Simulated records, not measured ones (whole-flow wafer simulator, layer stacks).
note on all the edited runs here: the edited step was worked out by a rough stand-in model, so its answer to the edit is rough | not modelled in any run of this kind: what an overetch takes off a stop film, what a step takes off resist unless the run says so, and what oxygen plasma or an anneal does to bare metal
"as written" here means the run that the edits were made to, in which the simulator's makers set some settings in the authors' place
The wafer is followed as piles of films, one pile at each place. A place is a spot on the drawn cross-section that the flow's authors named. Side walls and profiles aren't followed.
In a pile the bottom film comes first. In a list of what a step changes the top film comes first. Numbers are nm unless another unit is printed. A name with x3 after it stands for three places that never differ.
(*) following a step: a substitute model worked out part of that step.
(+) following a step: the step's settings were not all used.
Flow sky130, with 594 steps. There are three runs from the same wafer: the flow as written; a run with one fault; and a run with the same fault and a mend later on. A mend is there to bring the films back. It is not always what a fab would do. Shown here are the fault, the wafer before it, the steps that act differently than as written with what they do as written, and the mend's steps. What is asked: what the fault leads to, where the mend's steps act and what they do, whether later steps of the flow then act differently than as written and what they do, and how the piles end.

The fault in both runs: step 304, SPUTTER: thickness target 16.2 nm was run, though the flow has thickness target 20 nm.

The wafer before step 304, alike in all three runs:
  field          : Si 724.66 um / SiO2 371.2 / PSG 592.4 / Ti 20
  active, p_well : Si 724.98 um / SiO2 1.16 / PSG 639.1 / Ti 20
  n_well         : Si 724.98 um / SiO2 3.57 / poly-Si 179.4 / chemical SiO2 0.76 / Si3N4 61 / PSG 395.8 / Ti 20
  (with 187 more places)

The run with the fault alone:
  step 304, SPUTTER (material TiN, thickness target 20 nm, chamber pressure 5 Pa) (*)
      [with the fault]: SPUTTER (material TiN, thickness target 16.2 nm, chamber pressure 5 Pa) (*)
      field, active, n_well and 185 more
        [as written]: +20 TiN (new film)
        [with the fault]: +16.2 TiN (new film)
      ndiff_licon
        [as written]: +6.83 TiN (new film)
        [with the fault]: +5.57 TiN (new film)
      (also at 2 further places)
  Later steps of the flow acting differently than as written (not shown: 10 more steps that differ only slightly, by at most 2% or 0.5 nm, whichever is larger):
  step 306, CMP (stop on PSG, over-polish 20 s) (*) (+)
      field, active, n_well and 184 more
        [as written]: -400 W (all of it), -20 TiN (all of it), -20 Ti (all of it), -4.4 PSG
        [with the fault]: -400 W (all of it), -16.2 TiN (all of it), -20 Ti (all of it), -4.4 PSG
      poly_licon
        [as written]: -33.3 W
        [with the fault]: -29.5 W
  The piles end different from the flow's at poly_licon, ndiff_licon, ndiff_licon_cpp, rpo_hd_licon by more than 2% or 0.5 nm, whichever is larger.
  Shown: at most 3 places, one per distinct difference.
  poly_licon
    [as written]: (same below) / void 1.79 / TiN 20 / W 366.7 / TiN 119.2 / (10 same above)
    [with the fault]: (same below) / void 1.79 / TiN 16.2 / W 370.5 / TiN 119.2 / (10 same above)
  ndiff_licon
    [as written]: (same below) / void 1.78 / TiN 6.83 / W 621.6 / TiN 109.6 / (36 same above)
    [with the fault]: (same below) / void 1.78 / TiN 5.57 / W 622.9 / TiN 109.6 / (36 same above)
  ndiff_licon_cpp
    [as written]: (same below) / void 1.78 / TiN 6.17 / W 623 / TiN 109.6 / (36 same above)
    [with the fault]: (same below) / void 1.78 / TiN 5.03 / W 624.1 / TiN 109.6 / (36 same above)

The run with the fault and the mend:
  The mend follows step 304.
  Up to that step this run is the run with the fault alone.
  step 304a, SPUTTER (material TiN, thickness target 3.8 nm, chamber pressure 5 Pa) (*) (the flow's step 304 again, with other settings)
      field, active, n_well and 185 more
        +3.8 TiN
      ndiff_licon
        +1.27 TiN
      ndiff_licon_cpp
        +1.14 TiN
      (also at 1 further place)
  Later steps of the flow that are run all act as written at every place that is followed, up to a difference of at most 2% or 0.5 nm, whichever is larger.
  When the end is reached, the piles differ only a little from the flow's at the places that both follow, at most by 2% or 0.5 nm, whichever is larger.
